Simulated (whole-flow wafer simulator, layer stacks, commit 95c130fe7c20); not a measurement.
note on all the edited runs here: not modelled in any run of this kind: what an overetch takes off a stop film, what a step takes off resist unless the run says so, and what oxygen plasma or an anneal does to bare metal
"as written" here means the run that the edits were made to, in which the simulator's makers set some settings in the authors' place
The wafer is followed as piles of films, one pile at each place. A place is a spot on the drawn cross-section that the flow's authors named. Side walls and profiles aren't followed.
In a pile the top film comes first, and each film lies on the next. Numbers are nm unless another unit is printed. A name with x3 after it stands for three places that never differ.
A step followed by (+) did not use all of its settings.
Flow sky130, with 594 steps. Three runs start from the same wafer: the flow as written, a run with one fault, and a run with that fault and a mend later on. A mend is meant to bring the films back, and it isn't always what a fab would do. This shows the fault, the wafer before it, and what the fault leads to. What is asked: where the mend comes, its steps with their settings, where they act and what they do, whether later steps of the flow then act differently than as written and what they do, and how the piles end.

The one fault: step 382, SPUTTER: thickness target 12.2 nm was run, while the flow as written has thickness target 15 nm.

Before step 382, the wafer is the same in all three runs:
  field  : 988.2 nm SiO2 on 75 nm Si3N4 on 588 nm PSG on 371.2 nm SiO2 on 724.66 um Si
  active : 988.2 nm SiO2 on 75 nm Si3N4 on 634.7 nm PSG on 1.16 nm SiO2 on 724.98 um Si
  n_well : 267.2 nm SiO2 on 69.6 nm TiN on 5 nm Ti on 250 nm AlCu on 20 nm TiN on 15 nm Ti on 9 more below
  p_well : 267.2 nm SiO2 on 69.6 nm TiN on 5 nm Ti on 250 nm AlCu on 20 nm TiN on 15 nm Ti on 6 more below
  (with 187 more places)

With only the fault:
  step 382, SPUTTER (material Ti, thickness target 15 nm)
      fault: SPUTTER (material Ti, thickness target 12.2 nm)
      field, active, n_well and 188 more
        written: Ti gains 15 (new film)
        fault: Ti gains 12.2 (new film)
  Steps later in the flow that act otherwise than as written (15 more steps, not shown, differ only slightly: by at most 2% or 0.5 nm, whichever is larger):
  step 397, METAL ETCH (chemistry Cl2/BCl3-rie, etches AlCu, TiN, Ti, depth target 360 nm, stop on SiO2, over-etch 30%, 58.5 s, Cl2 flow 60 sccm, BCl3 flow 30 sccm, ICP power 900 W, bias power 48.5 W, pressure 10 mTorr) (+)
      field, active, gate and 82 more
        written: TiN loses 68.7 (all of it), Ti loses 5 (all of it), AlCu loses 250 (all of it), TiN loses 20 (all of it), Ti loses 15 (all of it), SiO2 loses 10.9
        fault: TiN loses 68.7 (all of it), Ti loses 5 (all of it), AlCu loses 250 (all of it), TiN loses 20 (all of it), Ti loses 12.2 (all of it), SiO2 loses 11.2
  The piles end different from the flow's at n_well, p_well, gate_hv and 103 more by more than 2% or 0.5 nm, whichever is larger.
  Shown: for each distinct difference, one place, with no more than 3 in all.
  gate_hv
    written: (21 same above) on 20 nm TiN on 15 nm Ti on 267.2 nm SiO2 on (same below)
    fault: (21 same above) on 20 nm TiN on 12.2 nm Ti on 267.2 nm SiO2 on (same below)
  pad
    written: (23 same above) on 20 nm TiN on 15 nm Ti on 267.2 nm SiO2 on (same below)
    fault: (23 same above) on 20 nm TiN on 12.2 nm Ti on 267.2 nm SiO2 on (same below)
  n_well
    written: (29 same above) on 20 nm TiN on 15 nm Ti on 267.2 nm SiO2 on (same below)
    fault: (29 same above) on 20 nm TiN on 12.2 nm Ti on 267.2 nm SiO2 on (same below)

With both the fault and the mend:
  The mend stands after step 382.
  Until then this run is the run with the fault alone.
  step 382a, SPUTTER (material Ti, thickness target 2.8 nm) (the flow's step 382, run once more with other settings)
      field, active, n_well and 188 more
        Ti gains 2.8
  None of the later steps of the flow acts differently than as written at any place that is followed.
  The piles end the same as the flow's at every place that both follow.
